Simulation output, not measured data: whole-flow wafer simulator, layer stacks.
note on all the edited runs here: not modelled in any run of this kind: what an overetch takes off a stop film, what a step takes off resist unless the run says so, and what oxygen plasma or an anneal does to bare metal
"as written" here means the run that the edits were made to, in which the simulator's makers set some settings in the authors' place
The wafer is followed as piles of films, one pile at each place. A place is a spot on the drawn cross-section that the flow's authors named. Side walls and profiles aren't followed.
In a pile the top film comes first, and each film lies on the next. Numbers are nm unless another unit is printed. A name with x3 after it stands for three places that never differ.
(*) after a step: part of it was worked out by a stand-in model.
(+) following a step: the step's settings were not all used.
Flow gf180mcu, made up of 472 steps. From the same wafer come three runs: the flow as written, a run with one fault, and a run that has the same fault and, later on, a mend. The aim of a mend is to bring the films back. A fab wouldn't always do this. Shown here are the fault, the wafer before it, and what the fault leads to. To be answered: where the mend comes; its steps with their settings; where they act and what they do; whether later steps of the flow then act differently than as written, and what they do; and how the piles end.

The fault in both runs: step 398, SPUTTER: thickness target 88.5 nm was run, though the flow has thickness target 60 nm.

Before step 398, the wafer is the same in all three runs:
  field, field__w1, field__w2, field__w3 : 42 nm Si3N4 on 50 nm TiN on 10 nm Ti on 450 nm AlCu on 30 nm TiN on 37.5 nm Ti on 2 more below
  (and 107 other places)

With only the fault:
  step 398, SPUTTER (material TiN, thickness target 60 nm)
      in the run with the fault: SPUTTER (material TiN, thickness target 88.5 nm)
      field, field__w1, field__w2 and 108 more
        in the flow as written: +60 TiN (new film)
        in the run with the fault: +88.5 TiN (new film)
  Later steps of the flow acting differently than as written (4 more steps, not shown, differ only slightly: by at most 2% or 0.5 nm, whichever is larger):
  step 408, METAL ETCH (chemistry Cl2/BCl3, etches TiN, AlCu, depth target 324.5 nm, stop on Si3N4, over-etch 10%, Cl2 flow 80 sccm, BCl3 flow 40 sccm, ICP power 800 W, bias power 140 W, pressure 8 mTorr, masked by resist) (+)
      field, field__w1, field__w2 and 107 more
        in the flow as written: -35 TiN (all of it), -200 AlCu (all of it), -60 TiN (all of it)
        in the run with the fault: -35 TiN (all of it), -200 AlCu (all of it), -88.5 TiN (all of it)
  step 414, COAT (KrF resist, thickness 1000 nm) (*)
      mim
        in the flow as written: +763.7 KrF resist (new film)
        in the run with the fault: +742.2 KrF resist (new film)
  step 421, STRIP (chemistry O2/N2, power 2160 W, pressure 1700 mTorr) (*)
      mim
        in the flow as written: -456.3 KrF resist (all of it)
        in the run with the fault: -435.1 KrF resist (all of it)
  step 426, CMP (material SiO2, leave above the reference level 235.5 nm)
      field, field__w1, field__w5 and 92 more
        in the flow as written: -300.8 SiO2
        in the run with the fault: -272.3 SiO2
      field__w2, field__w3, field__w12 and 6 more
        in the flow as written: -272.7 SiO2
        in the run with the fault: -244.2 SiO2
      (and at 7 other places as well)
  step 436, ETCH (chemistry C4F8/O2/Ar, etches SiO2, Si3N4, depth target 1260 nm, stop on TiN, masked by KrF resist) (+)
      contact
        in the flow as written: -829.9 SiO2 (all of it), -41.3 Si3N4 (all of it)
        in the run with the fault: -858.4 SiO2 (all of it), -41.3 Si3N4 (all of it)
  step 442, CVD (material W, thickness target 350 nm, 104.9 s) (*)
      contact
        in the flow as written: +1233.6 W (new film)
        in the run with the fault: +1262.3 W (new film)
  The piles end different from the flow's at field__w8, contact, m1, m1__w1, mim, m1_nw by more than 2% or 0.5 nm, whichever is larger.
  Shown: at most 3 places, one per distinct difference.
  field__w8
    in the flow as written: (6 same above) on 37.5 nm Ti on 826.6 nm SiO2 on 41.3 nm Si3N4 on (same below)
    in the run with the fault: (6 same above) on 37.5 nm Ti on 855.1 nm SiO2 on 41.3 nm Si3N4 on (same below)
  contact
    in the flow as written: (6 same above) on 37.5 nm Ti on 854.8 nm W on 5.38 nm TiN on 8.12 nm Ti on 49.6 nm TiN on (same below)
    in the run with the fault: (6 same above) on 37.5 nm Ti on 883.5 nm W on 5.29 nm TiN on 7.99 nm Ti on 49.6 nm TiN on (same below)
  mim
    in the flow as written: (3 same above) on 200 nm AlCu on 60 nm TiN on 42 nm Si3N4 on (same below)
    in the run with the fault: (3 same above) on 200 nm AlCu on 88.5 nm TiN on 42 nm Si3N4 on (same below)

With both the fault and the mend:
  After step 398 comes the mend.
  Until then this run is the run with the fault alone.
  step 398a, METAL ETCH (chemistry Cl2/BCl3, etches TiN, AlCu, Ti, depth target 28.5 nm, Cl2 flow 80 sccm, BCl3 flow 40 sccm, ICP power 800 W, bias power 140 W, pressure 8 mTorr) (a further turn of the flow's step 260, with different settings)
      field, field__w1, field__w2 and 108 more
        -28.5 TiN
  None of the later steps of the flow acts differently than as written at any place that is followed.
  By the end, the piles equal the flow's at every place that both follow.
